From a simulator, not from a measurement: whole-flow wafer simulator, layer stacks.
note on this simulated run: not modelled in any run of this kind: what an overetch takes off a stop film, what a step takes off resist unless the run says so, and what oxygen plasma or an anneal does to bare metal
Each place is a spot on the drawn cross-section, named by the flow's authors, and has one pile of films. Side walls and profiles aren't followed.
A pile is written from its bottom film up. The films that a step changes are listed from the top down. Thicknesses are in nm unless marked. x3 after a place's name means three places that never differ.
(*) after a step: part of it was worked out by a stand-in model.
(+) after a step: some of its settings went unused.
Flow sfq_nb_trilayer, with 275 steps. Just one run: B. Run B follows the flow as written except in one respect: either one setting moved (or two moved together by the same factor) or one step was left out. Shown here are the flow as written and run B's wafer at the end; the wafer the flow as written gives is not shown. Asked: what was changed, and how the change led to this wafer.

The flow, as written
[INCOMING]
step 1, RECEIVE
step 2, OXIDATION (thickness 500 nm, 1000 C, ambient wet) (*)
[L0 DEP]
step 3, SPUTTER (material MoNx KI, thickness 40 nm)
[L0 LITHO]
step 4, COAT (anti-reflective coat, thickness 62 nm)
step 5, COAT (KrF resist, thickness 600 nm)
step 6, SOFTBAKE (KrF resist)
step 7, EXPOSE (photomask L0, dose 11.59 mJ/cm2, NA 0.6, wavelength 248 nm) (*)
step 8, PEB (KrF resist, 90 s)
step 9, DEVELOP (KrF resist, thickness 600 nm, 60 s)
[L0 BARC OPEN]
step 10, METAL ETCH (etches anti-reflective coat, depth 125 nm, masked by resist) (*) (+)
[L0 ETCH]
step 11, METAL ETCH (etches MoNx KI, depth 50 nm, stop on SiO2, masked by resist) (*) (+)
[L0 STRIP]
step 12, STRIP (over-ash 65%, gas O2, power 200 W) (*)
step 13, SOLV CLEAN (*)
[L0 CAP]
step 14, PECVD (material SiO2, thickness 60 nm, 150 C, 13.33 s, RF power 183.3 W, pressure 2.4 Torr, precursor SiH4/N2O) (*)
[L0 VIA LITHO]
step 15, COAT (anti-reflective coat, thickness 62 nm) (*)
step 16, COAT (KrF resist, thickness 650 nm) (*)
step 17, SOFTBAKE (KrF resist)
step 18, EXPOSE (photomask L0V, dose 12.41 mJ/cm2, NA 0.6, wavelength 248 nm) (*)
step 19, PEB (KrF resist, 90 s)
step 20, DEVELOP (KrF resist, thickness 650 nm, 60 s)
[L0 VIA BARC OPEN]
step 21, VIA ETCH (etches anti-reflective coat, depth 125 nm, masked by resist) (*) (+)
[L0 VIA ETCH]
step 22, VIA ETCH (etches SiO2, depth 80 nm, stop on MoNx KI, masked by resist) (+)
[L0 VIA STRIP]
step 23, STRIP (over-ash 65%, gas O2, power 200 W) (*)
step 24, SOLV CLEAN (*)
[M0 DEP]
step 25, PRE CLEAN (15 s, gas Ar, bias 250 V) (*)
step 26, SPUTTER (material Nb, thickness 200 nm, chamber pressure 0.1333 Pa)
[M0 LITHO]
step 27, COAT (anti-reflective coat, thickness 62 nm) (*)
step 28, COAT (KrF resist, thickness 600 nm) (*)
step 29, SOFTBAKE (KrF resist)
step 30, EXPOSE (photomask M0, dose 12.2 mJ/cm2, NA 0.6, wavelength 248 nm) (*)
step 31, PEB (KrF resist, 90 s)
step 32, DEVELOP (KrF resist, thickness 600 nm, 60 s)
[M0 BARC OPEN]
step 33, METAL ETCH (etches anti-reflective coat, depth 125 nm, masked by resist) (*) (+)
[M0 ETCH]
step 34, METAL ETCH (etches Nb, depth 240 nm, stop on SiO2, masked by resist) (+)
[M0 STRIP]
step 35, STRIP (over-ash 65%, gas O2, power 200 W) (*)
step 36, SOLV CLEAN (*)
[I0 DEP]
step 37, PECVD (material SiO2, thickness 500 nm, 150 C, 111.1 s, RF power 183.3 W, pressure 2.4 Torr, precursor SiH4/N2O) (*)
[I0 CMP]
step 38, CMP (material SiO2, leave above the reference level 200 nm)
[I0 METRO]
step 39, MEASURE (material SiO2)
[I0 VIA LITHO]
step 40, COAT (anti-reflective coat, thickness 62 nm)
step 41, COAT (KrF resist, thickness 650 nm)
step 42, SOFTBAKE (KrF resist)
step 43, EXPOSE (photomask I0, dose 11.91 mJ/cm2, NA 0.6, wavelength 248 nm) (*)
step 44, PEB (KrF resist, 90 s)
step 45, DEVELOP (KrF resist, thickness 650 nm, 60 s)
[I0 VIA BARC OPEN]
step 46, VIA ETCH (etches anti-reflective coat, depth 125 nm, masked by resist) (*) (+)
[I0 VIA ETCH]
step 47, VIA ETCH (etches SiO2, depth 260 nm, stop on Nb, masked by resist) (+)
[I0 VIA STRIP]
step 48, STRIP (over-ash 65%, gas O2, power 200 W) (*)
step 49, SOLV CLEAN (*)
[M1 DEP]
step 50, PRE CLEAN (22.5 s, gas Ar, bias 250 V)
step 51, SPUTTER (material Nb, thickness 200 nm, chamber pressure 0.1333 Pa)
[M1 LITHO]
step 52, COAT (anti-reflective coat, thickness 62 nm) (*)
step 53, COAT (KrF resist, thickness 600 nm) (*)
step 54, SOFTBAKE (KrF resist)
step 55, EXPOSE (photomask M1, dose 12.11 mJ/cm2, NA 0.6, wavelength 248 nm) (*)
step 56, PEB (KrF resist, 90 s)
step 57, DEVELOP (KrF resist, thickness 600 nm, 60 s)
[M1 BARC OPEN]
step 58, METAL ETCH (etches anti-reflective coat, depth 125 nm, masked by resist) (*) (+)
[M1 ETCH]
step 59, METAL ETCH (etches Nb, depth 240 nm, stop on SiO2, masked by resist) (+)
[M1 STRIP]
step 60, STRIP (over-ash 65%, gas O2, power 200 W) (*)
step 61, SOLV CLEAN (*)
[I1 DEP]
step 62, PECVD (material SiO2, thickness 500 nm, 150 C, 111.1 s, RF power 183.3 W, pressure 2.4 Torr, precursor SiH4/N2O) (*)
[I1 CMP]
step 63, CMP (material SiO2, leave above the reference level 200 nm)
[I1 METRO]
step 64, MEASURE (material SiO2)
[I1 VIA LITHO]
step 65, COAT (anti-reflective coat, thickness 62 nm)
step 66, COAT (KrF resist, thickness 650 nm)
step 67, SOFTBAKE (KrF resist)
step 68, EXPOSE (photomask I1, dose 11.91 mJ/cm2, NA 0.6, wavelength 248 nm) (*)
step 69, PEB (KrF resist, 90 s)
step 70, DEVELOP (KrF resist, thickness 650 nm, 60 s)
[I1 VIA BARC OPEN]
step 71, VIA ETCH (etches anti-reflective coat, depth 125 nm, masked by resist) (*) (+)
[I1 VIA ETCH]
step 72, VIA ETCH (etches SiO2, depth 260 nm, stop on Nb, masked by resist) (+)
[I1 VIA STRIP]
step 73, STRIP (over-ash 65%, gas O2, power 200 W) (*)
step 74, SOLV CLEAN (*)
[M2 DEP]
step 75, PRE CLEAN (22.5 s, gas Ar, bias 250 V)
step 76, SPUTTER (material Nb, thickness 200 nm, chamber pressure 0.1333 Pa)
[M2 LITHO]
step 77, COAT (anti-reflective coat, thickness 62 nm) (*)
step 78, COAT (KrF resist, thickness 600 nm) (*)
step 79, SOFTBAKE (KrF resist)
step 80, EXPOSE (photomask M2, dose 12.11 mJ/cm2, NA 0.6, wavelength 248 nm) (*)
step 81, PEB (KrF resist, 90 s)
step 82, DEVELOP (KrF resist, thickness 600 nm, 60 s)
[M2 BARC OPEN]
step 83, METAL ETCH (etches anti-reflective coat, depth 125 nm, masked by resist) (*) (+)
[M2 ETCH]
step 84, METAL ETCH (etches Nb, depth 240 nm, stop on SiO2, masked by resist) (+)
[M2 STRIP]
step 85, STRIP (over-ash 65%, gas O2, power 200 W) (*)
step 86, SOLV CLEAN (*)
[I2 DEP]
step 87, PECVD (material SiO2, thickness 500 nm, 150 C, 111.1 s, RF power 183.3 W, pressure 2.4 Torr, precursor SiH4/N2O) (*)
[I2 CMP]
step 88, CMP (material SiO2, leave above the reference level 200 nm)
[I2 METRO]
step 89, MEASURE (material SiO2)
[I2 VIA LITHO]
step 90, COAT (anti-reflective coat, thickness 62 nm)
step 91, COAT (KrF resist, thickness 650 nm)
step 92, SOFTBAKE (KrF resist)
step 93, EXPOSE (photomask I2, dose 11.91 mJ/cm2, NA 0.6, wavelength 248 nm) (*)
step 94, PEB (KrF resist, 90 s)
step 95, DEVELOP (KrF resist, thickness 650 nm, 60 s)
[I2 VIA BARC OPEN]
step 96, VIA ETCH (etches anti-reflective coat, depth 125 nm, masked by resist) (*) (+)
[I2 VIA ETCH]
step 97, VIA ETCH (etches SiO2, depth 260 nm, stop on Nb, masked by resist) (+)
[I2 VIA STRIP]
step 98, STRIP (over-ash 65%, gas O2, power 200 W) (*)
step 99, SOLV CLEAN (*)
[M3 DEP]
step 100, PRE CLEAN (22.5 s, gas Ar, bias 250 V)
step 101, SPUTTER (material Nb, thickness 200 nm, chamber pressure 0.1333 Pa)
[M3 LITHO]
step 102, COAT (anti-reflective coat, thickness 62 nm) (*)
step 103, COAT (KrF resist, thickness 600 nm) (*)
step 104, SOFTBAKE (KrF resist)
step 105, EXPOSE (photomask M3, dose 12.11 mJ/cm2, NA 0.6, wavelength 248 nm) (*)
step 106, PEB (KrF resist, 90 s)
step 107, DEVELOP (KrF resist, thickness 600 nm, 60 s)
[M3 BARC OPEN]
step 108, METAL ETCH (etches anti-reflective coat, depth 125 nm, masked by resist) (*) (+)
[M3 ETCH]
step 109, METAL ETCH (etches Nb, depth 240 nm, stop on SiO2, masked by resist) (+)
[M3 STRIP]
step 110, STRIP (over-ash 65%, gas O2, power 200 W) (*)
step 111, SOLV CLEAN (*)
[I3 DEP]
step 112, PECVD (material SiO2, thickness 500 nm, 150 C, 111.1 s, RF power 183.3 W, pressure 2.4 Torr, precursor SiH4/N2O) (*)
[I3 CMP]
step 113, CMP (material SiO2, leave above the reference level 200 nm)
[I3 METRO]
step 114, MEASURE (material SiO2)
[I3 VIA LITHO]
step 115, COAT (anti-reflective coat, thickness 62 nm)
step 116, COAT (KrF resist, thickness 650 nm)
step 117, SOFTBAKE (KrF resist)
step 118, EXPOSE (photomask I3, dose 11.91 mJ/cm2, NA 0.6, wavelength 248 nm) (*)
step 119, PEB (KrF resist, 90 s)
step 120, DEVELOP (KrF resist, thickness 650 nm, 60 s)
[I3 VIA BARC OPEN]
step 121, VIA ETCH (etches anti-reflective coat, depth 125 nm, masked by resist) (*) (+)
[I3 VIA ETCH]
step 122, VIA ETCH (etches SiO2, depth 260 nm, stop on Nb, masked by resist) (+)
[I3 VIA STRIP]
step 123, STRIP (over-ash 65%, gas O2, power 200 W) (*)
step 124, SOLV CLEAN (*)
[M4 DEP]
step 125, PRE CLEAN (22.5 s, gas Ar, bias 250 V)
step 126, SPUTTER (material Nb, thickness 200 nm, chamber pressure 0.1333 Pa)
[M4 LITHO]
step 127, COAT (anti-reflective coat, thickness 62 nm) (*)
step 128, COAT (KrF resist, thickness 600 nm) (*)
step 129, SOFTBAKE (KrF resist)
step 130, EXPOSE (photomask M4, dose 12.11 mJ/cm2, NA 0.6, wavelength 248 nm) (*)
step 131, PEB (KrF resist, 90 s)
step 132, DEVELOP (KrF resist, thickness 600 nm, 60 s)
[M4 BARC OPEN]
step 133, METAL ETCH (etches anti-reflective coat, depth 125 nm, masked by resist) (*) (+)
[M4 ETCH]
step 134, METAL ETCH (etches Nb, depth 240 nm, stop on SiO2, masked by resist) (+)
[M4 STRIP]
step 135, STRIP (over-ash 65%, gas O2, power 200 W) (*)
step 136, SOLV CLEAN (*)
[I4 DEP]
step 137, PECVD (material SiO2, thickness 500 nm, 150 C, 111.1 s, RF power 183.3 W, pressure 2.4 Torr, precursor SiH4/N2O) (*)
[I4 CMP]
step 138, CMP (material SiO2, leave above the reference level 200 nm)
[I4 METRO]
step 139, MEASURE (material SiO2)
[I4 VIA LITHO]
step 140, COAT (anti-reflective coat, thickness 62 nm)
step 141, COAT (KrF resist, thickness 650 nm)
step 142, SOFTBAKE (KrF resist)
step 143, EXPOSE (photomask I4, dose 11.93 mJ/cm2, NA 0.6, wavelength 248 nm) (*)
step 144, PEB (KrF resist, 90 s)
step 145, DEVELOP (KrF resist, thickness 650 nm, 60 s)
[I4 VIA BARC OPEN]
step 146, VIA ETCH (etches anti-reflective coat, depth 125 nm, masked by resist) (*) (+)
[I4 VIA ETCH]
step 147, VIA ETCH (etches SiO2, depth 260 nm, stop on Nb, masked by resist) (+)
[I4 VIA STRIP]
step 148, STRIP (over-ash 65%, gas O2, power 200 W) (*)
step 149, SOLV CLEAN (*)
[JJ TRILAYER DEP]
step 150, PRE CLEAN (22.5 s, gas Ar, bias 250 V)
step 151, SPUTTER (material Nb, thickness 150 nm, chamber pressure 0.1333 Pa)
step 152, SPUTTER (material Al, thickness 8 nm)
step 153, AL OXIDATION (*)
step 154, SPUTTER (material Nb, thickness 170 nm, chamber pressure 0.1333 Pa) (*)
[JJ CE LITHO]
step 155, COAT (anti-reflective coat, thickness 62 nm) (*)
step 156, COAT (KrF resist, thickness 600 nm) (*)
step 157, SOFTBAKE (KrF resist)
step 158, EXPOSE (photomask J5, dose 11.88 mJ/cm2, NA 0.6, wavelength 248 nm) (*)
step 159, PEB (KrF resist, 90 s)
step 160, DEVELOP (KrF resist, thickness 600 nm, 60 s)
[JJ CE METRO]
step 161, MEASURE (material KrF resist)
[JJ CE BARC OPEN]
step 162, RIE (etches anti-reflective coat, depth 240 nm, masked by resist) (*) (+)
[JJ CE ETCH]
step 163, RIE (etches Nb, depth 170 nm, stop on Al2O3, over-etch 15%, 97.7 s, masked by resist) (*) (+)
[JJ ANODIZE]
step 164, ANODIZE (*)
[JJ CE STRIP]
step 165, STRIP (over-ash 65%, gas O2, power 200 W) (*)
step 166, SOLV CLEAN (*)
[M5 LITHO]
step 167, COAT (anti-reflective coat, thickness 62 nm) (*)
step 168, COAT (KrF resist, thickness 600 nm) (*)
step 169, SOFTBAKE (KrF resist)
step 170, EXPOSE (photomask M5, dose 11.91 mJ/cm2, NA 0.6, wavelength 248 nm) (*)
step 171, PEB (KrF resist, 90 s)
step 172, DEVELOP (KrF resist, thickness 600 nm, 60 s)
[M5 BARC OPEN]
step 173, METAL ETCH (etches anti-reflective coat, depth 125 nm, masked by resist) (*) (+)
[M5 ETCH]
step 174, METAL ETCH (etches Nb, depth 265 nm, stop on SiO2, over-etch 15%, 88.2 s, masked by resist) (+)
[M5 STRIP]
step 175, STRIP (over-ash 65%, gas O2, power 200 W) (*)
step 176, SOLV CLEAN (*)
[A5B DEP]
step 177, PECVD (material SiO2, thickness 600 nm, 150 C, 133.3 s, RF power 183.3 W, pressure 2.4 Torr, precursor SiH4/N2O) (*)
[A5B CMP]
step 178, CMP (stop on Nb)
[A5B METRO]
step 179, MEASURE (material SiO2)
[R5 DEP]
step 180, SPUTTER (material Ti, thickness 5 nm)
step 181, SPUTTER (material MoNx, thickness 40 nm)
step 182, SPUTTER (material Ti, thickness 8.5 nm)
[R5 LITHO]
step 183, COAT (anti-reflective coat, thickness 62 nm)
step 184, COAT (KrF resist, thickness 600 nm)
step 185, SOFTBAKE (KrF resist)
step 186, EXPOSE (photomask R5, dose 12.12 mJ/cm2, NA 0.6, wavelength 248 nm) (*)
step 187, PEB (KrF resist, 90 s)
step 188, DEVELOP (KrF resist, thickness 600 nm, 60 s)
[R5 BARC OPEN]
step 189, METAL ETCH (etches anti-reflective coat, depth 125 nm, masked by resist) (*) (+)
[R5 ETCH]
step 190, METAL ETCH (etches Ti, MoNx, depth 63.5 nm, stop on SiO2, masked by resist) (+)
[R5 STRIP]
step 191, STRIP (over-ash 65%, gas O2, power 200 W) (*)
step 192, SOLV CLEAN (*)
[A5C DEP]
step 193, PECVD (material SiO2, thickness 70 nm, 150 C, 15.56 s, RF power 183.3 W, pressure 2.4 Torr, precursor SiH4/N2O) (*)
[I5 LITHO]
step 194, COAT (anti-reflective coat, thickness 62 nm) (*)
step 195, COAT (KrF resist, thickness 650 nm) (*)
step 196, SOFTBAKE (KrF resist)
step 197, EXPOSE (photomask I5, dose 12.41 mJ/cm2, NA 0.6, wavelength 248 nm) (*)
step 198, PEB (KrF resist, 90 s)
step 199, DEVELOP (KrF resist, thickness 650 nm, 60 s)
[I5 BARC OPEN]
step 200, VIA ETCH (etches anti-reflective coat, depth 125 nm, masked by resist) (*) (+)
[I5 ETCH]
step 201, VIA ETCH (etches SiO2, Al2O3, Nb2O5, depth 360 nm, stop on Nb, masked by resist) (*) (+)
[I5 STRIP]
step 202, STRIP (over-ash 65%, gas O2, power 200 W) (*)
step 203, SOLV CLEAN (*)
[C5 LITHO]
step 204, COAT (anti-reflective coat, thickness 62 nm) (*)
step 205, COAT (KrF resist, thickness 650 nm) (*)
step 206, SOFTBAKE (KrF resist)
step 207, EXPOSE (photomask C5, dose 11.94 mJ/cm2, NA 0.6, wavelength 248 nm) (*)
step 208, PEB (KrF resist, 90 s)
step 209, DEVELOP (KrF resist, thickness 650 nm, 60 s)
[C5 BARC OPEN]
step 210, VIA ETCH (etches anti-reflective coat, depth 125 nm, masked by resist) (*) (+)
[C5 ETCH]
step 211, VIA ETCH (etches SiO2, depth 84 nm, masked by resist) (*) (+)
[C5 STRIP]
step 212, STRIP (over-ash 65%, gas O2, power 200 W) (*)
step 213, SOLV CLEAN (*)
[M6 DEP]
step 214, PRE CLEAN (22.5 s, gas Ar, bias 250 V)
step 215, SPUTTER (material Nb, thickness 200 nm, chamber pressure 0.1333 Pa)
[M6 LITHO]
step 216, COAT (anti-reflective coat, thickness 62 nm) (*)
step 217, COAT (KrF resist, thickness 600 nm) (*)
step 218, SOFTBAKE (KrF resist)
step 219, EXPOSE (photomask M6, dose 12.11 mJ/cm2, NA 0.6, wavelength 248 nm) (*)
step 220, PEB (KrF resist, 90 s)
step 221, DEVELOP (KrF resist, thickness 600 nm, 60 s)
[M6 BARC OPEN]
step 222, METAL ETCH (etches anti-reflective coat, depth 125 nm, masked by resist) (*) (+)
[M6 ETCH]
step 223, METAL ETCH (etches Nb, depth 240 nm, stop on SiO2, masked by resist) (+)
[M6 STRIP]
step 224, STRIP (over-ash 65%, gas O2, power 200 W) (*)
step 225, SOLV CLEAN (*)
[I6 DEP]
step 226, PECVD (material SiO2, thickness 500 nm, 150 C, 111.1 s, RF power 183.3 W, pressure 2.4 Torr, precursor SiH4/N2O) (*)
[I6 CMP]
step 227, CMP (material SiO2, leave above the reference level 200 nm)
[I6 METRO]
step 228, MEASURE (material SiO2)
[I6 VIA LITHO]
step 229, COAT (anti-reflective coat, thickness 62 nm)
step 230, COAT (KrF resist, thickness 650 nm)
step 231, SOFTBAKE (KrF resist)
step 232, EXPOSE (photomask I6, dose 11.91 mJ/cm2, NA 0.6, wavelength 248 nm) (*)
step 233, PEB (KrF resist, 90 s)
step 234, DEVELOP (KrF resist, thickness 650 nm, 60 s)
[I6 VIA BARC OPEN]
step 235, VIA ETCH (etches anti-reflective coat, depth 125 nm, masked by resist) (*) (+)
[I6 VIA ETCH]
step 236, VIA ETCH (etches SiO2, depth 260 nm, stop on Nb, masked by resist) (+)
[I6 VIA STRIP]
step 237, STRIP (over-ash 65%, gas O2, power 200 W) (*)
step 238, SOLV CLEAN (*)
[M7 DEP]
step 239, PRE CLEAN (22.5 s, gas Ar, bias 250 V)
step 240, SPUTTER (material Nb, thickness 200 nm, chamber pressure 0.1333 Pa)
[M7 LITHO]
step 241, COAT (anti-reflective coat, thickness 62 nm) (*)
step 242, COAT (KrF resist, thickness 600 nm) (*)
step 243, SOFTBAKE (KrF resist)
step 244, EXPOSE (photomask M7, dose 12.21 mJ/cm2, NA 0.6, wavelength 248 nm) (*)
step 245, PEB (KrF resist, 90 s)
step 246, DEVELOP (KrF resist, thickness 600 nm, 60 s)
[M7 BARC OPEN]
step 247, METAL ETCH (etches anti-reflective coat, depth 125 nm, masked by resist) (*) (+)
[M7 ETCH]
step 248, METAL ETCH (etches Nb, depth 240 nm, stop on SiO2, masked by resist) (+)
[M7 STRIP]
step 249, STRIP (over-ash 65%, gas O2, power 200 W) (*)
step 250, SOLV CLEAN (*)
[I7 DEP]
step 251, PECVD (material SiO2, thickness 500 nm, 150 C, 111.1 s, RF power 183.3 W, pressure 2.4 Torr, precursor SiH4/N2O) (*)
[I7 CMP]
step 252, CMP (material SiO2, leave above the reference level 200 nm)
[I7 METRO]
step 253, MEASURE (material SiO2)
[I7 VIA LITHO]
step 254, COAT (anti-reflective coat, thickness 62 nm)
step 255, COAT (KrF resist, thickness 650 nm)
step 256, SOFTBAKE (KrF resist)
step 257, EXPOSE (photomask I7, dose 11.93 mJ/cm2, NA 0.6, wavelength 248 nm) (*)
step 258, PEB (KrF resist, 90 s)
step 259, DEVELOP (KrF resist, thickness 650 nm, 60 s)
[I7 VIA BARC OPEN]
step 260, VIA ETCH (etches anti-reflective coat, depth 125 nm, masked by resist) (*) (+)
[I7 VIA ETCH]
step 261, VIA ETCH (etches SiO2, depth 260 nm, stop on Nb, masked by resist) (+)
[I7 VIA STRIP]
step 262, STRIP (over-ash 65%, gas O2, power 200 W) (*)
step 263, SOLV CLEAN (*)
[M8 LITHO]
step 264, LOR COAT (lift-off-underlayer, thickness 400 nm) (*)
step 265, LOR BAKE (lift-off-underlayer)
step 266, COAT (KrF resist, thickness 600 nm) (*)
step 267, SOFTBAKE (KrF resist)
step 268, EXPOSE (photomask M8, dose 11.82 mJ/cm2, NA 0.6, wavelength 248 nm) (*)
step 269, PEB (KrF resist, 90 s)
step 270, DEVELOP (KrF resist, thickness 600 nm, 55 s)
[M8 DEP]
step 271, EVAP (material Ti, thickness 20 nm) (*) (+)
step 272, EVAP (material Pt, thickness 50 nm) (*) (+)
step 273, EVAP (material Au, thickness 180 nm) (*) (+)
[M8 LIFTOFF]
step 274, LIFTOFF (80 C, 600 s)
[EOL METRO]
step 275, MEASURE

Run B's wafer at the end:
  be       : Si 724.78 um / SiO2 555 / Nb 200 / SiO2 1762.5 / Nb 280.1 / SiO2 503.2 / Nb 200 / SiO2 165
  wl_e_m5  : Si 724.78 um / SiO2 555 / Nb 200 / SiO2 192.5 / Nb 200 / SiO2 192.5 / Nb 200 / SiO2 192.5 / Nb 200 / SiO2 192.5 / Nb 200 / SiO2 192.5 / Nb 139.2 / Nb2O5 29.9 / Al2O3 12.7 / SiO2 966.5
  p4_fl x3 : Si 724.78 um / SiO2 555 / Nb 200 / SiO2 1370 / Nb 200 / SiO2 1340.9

What caused this: step 252, CMP: leave above the reference level 165 nm was run, whereas the flow has leave above the reference level 200 nm.
One can read it off the wafer: be has SiO2 165, and step 252 as written asks for 200 nm.

Step by step, how the change led to this:
  step 252, CMP (material SiO2, leave above the reference level 200 nm)
      field_l, p4_fl x3, p4_w1 x9 and 46 more: -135 SiO2 (it would be, as written: -100 SiO2)
      v_sur, via_wl, via_w and 37 more: -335 SiO2 (it would be, as written: -300 SiO2)
      (also at 7 further places)
  step 261, VIA ETCH (etches SiO2, depth 260 nm, stop on Nb, masked by resist) (+)
      field_l, v_sur, via_sp and 100 more: -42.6 KrF resist (it would be, as written: -44.8 KrF resist)
      via_wl, via_w, via_wr: -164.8 SiO2 (all of it) (it would be, as written: -199.8 SiO2 (all of it))
  step 264, LOR COAT (lift-off-underlayer, thickness 400 nm) (*)
      via_wl, via_wr: +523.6 lift-off-underlayer (new film) (it would be, as written: +549.8 lift-off-underlayer (new film))
      via_w: +512.5 lift-off-underlayer (new film) (it would be, as written: +536.4 lift-off-underlayer (new film))
  step 270, DEVELOP (KrF resist, thickness 600 nm, 55 s)
      via_wl: -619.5 KrF resist (all of it), -523.6 lift-off-underlayer (all of it) (it would be, as written: -623.9 KrF resist (all of it), -549.8 lift-off-underlayer (all of it))
      via_w: -629 KrF resist (all of it), -512.5 lift-off-underlayer (all of it) (it would be, as written: -635.4 KrF resist (all of it), -536.4 lift-off-underlayer (all of it))
      (also at 1 further place)
